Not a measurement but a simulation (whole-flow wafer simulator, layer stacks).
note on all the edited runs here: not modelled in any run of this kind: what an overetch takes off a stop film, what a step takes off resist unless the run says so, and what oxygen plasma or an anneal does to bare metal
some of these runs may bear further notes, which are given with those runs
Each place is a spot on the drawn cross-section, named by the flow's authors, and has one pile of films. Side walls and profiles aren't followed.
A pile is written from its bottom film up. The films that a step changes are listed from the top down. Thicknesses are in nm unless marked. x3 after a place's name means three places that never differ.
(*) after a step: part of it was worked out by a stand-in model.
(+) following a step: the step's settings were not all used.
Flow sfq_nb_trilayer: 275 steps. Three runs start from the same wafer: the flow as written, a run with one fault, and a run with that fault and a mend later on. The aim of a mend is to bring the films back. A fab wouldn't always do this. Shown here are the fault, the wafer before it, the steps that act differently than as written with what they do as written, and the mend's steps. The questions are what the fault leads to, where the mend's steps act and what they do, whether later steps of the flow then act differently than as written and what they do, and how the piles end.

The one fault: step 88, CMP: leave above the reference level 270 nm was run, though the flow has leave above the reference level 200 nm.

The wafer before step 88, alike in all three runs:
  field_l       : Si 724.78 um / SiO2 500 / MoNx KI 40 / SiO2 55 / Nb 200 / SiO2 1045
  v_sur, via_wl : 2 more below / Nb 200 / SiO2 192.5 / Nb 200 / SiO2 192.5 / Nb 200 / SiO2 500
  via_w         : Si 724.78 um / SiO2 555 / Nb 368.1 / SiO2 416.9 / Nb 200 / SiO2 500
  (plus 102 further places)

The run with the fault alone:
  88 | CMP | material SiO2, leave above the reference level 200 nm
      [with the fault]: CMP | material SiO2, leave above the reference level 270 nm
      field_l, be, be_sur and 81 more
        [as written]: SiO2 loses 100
        [with the fault]: SiO2 loses 30
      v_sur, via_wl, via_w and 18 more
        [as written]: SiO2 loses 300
        [with the fault]: SiO2 loses 230
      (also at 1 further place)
  Steps further on in the flow that do not act as written (4 more steps, not shown, differ only slightly: by at most 2% or 0.5 nm, whichever is larger):
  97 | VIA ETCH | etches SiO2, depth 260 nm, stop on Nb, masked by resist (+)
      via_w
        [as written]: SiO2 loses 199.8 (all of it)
        [with the fault]: SiO2 loses 260
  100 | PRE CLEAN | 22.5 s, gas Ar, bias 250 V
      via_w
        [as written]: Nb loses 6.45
        [with the fault]: SiO2 loses 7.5
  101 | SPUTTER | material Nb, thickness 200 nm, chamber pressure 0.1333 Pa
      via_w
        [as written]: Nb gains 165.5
        [with the fault]: Nb gains 152.6 (new film)
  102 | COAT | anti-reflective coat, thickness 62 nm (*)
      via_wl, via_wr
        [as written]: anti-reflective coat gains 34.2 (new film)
        [with the fault]: anti-reflective coat gains 23 (new film)
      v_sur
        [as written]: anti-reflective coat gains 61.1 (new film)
        [with the fault]: anti-reflective coat gains 55.7 (new film)
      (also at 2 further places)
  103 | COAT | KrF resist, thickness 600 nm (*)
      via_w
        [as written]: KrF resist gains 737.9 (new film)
        [with the fault]: KrF resist gains 794 (new film)
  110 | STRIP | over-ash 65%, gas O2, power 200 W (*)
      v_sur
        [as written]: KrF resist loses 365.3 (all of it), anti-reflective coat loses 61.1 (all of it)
        [with the fault]: KrF resist loses 362.3 (all of it), anti-reflective coat loses 55.7 (all of it)
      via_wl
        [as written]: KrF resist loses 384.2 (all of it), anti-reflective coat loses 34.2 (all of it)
        [with the fault]: KrF resist loses 383.9 (all of it), anti-reflective coat loses 23 (all of it)
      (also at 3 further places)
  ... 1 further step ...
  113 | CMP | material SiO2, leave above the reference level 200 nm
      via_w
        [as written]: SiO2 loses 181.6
        [with the fault]: SiO2 loses 157.1
  At field_l, v_sur, via_wl and 103 more, the piles at the end differ from the flow's by more than 2% or 0.5 nm, whichever is larger.
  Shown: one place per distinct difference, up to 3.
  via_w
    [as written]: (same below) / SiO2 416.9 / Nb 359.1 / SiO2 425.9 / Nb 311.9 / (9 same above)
    [with the fault]: (same below) / SiO2 416.9 / Nb 200 / SiO2 2.35 / Nb 152.6 / SiO2 500.1 / Nb 311.9 / (9 same above)
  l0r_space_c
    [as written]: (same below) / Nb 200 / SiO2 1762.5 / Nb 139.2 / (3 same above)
    [with the fault]: (same below) / Nb 200 / SiO2 1832.5 / Nb 139.2 / (3 same above)
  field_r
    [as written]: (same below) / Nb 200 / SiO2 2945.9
    [with the fault]: (same below) / Nb 200 / SiO2 3015.9

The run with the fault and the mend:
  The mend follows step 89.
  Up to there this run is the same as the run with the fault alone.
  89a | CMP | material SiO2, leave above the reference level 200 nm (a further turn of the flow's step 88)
      field_l, v_sur, via_wl and 103 more
        SiO2 loses 70
  Every later step of the flow that is run acts as written at every place that is followed.
  At every place that both follow, the piles at the end match the flow's.
